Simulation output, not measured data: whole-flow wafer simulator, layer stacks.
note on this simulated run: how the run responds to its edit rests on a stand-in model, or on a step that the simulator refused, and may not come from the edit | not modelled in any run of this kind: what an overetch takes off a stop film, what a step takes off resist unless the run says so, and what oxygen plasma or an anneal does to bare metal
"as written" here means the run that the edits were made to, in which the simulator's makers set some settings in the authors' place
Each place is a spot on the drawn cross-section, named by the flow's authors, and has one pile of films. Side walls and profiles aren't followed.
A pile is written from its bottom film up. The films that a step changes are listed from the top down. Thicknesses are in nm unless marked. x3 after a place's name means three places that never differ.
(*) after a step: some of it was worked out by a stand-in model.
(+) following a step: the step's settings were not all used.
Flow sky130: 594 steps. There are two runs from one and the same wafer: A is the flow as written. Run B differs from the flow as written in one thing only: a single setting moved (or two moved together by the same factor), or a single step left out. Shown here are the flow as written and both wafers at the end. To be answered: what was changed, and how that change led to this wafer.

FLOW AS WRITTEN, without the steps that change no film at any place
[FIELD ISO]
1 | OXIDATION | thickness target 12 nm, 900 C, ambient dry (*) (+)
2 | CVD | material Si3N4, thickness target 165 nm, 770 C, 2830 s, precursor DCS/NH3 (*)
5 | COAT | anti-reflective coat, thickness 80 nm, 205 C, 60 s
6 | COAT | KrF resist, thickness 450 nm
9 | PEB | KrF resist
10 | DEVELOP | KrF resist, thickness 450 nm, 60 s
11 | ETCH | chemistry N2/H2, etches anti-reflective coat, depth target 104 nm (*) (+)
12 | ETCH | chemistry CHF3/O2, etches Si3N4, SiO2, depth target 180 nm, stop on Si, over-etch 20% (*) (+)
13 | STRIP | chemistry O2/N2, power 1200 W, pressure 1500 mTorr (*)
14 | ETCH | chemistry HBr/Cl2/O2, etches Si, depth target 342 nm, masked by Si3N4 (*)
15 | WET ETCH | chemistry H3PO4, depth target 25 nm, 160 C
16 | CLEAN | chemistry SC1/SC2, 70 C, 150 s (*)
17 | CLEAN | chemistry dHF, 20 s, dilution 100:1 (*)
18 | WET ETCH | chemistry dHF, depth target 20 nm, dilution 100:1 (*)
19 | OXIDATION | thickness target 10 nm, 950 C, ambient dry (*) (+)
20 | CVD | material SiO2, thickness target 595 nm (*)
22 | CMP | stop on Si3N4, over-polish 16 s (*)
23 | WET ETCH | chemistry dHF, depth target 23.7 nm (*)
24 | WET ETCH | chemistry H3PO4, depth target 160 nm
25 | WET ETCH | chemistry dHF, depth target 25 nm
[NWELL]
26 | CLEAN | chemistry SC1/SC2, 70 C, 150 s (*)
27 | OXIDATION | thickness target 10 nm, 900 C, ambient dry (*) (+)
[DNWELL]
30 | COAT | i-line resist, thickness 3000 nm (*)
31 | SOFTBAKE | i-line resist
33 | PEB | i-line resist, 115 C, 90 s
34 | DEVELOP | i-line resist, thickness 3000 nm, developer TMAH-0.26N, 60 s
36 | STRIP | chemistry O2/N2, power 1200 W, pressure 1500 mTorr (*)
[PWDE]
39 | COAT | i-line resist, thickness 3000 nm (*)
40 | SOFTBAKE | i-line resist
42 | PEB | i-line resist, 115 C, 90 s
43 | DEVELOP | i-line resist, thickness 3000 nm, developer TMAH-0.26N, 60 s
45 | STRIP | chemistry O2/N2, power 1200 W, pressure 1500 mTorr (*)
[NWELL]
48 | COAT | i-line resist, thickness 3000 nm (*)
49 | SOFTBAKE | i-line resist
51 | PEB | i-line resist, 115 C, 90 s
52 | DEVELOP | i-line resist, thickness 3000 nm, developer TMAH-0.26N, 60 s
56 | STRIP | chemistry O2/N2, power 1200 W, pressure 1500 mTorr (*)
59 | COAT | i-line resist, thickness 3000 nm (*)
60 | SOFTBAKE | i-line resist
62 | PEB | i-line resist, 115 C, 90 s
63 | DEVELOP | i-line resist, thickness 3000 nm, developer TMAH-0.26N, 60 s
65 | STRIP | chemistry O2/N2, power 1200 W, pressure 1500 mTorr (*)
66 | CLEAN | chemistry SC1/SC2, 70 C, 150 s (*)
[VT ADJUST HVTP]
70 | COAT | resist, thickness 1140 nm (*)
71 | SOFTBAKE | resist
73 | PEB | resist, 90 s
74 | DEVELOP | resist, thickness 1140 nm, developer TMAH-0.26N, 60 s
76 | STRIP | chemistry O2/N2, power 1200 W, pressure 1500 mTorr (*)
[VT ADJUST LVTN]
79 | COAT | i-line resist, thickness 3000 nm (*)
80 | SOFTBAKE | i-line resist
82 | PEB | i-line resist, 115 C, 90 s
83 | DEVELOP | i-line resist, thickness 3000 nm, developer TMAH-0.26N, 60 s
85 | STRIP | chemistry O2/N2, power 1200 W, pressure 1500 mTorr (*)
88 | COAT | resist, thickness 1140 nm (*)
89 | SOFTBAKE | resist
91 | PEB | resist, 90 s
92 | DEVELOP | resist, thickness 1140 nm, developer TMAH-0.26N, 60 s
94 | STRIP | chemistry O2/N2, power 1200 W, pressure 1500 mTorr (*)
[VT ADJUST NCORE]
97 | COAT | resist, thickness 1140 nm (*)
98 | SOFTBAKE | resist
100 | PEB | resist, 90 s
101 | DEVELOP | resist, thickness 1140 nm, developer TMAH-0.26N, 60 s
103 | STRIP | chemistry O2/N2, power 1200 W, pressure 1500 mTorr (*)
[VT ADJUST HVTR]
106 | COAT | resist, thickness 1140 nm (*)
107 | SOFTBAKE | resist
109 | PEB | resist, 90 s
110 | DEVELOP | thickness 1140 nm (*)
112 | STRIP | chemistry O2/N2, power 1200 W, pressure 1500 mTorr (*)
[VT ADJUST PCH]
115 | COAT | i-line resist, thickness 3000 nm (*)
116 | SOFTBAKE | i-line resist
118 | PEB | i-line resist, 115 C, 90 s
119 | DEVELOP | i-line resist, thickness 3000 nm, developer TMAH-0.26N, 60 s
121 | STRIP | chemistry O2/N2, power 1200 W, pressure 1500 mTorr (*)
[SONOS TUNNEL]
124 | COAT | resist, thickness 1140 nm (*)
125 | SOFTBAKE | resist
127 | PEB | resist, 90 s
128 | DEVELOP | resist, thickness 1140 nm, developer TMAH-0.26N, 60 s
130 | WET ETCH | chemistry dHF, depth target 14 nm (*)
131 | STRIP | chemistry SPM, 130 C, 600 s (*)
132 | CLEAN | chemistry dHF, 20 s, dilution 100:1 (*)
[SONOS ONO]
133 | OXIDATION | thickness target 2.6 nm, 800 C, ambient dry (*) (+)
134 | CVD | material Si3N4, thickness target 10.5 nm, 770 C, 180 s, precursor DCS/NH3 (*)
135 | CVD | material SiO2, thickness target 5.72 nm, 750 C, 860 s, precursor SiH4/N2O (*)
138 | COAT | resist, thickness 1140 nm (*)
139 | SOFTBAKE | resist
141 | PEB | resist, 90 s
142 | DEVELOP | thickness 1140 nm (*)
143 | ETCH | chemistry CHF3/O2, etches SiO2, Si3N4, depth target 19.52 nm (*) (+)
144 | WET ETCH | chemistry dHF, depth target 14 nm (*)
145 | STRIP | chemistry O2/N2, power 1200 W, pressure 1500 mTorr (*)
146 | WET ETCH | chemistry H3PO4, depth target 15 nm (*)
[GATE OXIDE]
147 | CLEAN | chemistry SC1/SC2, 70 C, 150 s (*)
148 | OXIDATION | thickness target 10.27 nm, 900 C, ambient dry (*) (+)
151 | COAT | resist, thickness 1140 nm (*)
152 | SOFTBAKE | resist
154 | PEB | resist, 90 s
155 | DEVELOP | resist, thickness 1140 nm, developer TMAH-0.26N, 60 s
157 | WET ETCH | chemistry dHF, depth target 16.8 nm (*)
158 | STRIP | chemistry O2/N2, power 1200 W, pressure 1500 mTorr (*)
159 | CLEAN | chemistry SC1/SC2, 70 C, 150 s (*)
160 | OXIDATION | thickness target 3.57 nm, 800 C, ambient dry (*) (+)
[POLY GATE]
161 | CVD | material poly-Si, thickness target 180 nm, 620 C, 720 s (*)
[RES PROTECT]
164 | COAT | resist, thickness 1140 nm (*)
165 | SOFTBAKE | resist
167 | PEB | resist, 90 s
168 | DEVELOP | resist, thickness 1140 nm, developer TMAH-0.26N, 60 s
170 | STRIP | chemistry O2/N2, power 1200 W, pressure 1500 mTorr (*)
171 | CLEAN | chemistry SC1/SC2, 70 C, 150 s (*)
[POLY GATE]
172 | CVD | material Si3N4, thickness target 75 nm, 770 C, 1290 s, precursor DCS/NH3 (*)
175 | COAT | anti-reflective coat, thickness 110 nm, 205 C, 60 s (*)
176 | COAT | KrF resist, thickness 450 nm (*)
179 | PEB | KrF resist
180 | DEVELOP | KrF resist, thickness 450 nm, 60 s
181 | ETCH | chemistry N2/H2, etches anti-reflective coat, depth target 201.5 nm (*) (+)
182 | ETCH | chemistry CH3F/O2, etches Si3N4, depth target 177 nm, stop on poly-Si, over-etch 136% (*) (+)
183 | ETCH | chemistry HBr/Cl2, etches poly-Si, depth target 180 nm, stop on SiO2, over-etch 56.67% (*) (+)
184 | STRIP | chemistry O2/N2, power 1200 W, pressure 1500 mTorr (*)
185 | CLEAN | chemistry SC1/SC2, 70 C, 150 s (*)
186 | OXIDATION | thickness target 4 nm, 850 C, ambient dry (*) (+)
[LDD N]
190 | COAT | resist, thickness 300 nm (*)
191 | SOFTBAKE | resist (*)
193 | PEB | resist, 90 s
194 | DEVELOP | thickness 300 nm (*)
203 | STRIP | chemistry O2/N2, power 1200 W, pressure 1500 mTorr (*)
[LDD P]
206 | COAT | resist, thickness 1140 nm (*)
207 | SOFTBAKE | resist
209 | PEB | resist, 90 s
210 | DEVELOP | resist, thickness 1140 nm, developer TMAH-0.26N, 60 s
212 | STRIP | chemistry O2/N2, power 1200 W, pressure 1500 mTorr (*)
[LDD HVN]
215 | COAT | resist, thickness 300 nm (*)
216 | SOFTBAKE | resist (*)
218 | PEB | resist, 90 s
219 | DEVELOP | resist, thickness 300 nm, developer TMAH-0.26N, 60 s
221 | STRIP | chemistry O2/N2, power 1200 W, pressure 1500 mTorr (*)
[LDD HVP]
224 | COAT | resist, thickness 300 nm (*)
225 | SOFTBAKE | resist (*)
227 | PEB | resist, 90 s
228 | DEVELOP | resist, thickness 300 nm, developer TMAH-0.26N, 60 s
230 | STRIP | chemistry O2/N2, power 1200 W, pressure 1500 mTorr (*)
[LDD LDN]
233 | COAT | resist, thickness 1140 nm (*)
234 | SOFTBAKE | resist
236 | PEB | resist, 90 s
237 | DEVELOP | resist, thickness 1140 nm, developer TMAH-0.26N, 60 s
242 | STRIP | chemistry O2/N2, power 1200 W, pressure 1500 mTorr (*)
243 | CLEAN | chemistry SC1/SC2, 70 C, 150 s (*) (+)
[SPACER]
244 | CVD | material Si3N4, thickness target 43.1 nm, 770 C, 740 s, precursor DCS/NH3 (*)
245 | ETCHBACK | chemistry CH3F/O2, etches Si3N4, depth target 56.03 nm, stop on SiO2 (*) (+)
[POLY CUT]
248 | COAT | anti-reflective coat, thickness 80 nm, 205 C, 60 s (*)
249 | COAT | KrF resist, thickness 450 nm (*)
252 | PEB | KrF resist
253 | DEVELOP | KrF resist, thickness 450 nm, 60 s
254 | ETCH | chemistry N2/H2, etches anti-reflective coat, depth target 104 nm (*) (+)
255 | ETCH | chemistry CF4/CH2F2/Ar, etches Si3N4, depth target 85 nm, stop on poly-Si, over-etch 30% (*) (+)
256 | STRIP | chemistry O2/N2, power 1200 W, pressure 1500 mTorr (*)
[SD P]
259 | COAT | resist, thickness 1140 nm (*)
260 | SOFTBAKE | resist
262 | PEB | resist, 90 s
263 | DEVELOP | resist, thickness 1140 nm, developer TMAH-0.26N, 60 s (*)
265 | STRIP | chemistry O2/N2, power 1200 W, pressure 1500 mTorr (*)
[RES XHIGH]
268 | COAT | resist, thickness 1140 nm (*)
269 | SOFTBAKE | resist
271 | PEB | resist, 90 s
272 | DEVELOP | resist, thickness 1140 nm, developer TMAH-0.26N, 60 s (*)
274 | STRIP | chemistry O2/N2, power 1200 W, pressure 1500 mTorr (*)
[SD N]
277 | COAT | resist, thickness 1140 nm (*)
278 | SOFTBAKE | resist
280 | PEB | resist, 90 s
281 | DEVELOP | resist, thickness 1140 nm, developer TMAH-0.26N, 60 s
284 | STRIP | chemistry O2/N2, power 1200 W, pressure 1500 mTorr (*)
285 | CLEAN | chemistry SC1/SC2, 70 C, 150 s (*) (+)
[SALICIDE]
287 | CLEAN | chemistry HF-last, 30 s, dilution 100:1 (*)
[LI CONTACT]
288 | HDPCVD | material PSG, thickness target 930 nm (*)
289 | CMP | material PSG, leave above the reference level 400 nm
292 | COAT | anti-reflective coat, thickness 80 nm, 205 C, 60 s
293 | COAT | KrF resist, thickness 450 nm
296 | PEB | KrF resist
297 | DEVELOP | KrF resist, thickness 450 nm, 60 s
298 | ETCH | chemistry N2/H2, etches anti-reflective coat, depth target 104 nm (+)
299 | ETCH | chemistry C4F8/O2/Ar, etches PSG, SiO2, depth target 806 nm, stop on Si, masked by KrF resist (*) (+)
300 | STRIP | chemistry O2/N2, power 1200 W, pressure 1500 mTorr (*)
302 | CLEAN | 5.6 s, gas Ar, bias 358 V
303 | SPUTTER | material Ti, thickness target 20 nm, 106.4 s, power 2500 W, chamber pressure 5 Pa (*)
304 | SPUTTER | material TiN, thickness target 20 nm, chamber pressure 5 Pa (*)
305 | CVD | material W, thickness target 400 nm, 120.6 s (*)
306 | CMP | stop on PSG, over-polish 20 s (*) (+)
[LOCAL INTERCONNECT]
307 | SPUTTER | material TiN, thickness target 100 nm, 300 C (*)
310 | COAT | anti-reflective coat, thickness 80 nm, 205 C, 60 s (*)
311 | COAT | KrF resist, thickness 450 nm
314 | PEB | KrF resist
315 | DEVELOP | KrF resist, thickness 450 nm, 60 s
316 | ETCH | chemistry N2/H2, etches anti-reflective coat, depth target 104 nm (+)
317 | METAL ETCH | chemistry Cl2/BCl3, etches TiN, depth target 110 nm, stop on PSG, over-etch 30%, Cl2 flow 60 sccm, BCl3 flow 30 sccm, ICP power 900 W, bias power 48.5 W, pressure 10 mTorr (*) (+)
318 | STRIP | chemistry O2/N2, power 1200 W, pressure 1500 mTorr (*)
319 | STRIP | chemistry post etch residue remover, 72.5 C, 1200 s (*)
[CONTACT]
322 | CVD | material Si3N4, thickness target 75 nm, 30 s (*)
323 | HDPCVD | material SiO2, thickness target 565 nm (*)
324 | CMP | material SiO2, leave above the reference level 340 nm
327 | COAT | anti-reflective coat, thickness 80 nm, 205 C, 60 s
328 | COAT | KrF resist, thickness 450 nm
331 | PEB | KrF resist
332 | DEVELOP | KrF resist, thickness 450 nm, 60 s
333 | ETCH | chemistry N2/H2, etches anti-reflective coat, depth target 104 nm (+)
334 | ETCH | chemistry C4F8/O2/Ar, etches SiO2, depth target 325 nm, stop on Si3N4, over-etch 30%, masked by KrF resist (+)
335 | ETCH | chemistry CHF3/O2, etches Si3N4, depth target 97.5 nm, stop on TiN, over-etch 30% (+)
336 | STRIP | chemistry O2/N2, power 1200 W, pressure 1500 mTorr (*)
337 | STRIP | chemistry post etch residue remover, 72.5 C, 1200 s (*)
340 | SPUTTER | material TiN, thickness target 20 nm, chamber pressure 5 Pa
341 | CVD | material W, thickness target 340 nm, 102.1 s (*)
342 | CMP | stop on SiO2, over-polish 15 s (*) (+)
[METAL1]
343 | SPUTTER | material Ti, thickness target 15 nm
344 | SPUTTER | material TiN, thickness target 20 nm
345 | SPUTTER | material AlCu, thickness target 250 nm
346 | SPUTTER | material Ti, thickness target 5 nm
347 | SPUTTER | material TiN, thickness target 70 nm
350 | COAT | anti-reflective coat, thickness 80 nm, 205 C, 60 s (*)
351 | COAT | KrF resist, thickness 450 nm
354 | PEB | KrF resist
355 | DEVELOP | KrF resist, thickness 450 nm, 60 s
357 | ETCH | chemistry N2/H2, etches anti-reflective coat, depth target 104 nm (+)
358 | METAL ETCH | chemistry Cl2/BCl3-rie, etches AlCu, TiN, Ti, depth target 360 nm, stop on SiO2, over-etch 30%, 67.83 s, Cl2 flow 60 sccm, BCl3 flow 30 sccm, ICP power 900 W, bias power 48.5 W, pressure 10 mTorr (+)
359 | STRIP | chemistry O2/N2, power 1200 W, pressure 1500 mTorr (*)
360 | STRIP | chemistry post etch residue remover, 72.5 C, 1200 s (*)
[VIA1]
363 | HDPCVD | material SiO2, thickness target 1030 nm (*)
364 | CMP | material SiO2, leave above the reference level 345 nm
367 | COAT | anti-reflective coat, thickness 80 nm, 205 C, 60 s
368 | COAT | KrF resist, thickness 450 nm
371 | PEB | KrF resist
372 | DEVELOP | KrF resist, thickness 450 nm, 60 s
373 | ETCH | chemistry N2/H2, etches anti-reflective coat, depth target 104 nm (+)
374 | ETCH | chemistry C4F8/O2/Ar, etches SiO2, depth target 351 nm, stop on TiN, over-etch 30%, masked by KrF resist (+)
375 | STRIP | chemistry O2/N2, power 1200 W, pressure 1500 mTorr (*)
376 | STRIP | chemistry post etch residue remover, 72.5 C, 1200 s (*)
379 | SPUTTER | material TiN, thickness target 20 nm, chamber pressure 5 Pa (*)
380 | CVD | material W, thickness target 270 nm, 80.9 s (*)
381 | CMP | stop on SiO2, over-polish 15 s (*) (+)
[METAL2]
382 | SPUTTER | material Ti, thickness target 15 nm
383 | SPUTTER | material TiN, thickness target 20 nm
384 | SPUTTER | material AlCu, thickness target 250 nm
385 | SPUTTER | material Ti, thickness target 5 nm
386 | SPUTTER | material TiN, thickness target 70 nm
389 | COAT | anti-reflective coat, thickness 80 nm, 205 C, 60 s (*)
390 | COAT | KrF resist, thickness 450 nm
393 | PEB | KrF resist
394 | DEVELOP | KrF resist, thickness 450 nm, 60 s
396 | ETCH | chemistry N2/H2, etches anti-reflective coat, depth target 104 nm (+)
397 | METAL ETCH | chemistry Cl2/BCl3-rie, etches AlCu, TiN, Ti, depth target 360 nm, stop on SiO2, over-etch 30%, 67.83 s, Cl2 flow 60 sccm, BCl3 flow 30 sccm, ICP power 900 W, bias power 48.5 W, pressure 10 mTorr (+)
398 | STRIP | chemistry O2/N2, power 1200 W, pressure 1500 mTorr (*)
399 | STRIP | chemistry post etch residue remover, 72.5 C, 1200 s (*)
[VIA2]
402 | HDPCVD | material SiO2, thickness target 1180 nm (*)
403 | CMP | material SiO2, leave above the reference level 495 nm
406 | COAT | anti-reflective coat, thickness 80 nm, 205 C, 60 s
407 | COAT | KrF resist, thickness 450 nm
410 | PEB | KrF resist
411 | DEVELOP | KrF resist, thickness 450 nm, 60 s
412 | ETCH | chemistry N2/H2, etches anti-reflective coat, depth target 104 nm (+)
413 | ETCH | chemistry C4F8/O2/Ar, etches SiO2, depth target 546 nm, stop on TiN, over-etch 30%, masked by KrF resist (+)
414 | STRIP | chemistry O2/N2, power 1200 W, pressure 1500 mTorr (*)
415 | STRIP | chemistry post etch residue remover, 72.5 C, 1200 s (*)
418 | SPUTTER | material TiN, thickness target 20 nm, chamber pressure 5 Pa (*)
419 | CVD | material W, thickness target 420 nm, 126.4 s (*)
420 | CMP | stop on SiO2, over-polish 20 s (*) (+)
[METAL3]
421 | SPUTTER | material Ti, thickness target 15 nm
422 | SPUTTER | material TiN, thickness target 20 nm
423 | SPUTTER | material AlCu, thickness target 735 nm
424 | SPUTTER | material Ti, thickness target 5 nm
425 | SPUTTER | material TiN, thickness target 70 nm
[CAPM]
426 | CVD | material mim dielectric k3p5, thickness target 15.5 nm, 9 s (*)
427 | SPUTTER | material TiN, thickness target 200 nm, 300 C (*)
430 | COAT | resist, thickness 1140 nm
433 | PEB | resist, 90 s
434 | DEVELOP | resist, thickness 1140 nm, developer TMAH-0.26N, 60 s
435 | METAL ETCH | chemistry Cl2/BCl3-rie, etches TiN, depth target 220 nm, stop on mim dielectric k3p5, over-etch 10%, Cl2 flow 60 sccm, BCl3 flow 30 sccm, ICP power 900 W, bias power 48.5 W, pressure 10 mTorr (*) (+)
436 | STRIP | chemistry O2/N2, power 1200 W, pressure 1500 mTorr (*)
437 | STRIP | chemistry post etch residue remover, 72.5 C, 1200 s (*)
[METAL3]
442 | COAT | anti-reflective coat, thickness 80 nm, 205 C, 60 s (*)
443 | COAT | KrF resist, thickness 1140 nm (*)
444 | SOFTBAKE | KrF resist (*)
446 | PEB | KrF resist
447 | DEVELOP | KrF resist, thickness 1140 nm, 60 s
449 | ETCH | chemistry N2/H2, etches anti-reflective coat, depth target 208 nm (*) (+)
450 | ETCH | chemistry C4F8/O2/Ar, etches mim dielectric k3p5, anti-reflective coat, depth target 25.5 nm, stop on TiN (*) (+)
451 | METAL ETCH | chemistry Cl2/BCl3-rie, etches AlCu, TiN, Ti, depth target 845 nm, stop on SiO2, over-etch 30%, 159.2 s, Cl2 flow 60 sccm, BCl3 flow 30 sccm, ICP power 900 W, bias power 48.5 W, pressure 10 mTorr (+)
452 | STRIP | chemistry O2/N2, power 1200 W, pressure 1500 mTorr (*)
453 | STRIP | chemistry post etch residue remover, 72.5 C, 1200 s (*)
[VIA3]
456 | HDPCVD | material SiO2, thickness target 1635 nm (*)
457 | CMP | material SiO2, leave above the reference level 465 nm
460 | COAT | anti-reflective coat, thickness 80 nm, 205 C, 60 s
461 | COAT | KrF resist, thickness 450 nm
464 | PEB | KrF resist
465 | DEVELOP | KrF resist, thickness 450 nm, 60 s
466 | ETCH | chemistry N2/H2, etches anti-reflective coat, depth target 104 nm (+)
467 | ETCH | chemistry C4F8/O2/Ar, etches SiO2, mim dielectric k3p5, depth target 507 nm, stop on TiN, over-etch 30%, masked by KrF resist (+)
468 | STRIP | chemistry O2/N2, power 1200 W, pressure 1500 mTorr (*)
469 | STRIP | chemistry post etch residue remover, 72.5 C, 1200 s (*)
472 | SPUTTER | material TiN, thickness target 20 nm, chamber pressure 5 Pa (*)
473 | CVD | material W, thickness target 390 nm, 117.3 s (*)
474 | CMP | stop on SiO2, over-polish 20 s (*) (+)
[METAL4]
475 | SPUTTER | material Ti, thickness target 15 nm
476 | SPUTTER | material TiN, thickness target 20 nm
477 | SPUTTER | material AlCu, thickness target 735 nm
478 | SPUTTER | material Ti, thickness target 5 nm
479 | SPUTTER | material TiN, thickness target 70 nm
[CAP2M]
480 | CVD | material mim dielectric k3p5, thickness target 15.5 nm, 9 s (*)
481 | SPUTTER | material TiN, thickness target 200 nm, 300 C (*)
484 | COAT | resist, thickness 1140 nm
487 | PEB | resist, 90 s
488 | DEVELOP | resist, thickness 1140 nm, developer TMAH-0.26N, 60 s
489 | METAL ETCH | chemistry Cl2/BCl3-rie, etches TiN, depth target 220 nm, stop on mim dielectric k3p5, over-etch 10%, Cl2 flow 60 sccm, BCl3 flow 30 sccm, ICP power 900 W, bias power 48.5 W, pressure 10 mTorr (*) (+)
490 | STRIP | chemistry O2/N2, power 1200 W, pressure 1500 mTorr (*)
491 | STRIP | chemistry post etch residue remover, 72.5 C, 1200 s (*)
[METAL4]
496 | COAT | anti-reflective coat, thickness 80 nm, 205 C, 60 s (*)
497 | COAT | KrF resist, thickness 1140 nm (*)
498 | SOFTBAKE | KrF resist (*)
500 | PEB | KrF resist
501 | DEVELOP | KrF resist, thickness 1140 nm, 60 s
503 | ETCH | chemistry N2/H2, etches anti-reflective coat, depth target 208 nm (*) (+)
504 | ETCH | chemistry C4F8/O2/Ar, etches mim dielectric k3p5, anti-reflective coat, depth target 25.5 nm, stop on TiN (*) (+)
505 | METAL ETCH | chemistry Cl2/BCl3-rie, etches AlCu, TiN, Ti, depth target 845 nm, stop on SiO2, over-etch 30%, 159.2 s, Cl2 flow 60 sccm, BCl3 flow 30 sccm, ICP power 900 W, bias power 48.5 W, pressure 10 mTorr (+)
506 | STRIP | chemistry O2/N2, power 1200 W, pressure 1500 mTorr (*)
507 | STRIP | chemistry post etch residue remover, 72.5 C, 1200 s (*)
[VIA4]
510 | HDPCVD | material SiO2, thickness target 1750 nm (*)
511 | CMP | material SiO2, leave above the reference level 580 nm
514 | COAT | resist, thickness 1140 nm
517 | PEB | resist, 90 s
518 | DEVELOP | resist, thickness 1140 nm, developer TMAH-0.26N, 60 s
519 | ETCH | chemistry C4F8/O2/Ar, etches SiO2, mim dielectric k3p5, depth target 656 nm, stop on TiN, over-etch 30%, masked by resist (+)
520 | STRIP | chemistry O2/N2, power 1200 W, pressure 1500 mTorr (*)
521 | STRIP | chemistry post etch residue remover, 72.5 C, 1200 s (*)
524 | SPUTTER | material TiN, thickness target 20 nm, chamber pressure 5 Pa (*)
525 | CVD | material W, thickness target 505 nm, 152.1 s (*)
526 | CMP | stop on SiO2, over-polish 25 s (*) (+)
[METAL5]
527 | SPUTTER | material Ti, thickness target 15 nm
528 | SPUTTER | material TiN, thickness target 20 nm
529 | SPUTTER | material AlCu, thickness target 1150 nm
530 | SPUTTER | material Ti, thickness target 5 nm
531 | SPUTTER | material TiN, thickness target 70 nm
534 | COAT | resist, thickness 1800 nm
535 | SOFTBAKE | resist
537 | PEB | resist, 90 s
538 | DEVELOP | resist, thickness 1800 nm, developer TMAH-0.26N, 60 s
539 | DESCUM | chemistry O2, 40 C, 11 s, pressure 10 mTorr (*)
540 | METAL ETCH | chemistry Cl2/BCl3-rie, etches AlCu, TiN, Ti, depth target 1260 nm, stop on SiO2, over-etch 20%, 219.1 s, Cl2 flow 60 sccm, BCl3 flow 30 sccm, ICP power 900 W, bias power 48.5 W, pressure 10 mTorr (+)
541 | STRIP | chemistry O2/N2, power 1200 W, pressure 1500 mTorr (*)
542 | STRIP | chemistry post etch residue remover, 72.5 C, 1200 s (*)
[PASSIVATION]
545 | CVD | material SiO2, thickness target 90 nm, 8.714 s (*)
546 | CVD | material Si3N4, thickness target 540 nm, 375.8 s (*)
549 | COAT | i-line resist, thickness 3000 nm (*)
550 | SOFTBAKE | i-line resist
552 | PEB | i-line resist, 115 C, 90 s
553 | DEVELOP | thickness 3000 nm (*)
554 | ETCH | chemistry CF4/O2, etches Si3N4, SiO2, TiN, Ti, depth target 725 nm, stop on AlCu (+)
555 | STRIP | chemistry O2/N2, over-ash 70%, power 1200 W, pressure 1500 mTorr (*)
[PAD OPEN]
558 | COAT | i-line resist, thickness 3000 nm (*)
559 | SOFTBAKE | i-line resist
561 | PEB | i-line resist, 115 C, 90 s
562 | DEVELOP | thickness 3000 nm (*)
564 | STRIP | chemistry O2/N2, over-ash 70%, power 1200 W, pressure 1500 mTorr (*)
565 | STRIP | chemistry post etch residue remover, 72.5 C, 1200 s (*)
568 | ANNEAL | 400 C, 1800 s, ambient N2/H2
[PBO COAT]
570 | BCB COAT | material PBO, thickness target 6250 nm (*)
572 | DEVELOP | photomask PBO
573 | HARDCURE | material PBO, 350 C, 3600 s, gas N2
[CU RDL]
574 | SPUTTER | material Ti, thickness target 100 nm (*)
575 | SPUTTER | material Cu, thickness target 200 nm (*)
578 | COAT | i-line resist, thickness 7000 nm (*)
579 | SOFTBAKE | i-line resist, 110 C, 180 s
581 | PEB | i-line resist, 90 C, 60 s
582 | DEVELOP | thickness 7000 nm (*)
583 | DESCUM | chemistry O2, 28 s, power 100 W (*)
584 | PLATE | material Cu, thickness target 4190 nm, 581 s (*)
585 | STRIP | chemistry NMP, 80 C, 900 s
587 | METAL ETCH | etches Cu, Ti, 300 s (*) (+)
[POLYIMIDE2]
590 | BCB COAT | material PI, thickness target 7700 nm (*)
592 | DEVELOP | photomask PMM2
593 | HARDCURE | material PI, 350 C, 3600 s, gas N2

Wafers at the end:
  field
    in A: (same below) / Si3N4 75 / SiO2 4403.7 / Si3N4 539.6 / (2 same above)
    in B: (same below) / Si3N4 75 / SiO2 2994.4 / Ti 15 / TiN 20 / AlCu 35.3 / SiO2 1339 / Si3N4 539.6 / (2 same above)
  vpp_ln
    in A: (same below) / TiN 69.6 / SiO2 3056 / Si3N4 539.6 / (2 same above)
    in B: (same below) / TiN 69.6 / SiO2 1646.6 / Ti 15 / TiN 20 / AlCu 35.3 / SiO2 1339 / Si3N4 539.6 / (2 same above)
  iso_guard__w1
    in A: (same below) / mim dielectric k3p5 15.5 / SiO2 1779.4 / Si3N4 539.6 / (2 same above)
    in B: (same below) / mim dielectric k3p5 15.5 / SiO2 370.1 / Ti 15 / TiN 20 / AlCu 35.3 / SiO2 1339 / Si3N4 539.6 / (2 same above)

Cause: step 505, METAL ETCH: depth target 591.5 nm was run, whereas the flow has depth target 845 nm.

How this came from the change, step by step:
  505 | METAL ETCH | chemistry Cl2/BCl3-rie, etches AlCu, TiN, Ti, depth target 845 nm, stop on SiO2, over-etch 30%, 159.2 s, Cl2 flow 60 sccm, BCl3 flow 30 sccm, ICP power 900 W, bias power 48.5 W, pressure 10 mTorr (+)
      field, active, gate and 70 more: A -70 TiN (all of it), -5 Ti (all of it), -735 AlCu (all of it), -20 TiN (all of it), -15 Ti (all of it), -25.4 SiO2 | B -70 TiN (all of it), -5 Ti (all of it), -694 AlCu
      vpp_iso1, mim_edge_plate, m1_ln and 12 more: A -70 TiN (all of it), -5 Ti (all of it), -735 AlCu (all of it), -20 TiN (all of it), -15 Ti (all of it), -25.3 SiO2 | B -70 TiN (all of it), -5 Ti (all of it), -694 AlCu
      (also at 105 further places)
  506 | STRIP | chemistry O2/N2, power 1200 W, pressure 1500 mTorr (*)
      n_well, p_well, gate_hv and 81 more: A -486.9 KrF resist (all of it), -80 anti-reflective coat (all of it) | B -651.7 KrF resist (all of it), -80 anti-reflective coat (all of it)
      m1, via3_hole: A -487 KrF resist (all of it), -80.5 anti-reflective coat (all of it) | B -651.8 KrF resist (all of it), -80.5 anti-reflective coat (all of it)
      (also at 19 further places)
  507 | STRIP | chemistry post etch residue remover, 72.5 C, 1200 s (*)
      field, active, gate and 85 more: A nothing | B -5.72 AlCu
  510 | HDPCVD | material SiO2, thickness target 1750 nm (*)
      field, active, gate and 85 more: A +1750 SiO2 | B +1750 SiO2 (new film)
  511 | CMP | material SiO2, leave above the reference level 580 nm
      field, active, gate and 76 more: A -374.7 SiO2 | B -470.3 SiO2
      iso_guard__w1, mim_edge_gap, vpp_l1ln and 6 more: A -374.6 SiO2 | B -470.3 SiO2
If metal films that touch count as one body, field has 1 body; the flow as written gives 0 bodies.
If metal films that touch count as one body, vpp_ln has 3 bodies (between them, from the top down: SiO2 1646.6; SiO2 267.2); the flow as written gives 2 bodies (between them, from the top down: SiO2 267.2).
If metal films that touch count as one body, iso_guard__w1 has 2 bodies (between them, from the top down: SiO2 370.1 / mim dielectric k3p5 15.5); the flow as written gives 1 body.
